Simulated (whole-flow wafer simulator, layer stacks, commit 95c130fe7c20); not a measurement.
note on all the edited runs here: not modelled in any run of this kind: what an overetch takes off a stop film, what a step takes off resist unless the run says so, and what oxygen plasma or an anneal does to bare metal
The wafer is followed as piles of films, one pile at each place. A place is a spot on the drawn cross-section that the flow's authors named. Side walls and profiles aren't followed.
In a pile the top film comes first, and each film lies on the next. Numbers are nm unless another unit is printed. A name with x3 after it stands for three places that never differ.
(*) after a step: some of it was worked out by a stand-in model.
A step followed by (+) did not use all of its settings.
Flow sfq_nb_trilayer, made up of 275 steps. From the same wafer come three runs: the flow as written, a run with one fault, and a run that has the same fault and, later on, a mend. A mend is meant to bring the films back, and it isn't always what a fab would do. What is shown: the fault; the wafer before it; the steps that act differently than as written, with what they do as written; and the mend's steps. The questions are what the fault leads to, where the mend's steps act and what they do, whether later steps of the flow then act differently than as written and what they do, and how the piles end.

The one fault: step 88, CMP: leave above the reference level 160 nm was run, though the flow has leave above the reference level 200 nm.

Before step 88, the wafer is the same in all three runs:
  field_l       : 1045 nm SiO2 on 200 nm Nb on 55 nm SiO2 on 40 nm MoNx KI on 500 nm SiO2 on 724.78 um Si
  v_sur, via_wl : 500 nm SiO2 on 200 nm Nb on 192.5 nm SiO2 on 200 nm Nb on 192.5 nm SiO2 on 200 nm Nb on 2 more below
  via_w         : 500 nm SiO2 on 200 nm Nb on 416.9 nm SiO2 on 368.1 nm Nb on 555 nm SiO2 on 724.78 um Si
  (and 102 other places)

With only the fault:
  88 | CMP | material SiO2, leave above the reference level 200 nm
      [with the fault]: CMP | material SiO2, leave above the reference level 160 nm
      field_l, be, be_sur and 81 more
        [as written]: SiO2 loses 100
        [with the fault]: SiO2 loses 140
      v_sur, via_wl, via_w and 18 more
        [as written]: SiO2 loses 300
        [with the fault]: SiO2 loses 340
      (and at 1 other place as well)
  Later steps of the flow acting differently than as written (4 other steps are not shown; they differ only slightly, by no more than 2% or 0.5 nm, whichever is larger):
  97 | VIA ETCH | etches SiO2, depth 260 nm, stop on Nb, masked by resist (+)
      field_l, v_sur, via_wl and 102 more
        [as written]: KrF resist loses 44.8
        [with the fault]: KrF resist loses 41.3
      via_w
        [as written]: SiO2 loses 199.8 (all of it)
        [with the fault]: SiO2 loses 159.8 (all of it)
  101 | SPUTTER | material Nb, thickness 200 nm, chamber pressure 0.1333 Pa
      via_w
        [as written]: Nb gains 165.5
        [with the fault]: Nb gains 174.3
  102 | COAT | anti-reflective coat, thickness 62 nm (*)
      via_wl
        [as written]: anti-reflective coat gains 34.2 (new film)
        [with the fault]: anti-reflective coat gains 33.5 (new film)
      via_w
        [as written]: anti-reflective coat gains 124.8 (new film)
        [with the fault]: anti-reflective coat gains 114.4 (new film)
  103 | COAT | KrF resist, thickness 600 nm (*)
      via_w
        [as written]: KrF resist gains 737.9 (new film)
        [with the fault]: KrF resist gains 705.5 (new film)
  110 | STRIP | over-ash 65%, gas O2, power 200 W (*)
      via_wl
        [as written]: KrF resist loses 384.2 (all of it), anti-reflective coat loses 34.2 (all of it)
        [with the fault]: KrF resist loses 389.5 (all of it), anti-reflective coat loses 33.5 (all of it)
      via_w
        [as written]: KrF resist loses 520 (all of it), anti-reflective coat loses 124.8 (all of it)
        [with the fault]: KrF resist loses 487.6 (all of it), anti-reflective coat loses 114.4 (all of it)
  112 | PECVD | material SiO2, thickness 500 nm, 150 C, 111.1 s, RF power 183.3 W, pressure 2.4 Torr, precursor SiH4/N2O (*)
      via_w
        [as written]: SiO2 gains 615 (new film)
        [with the fault]: SiO2 gains 541.7 (new film)
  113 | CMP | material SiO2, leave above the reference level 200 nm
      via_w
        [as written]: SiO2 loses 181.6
        [with the fault]: SiO2 loses 157.1
  The piles end different from the flow's at v_sur, via_wl, via_w and 74 more by more than 2% or 0.5 nm, whichever is larger.
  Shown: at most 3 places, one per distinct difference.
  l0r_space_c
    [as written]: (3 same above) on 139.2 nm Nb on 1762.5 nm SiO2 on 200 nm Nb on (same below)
    [with the fault]: (3 same above) on 139.2 nm Nb on 1722.5 nm SiO2 on 200 nm Nb on (same below)
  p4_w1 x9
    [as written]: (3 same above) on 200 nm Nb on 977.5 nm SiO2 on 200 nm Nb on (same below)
    [with the fault]: (3 same above) on 200 nm Nb on 937.5 nm SiO2 on 200 nm Nb on (same below)
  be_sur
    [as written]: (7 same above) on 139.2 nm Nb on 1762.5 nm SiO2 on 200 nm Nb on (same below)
    [with the fault]: (7 same above) on 139.2 nm Nb on 1722.5 nm SiO2 on 200 nm Nb on (same below)

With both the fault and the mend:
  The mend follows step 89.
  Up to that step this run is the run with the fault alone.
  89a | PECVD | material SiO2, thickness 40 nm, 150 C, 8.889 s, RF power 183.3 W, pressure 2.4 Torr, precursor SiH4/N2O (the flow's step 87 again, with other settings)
      field_l, v_sur, via_wl and 103 more
        SiO2 gains 40
  Every later step of the flow that is run acts as written at every place that is followed.
  At every place that both follow, the piles at the end match the flow's.
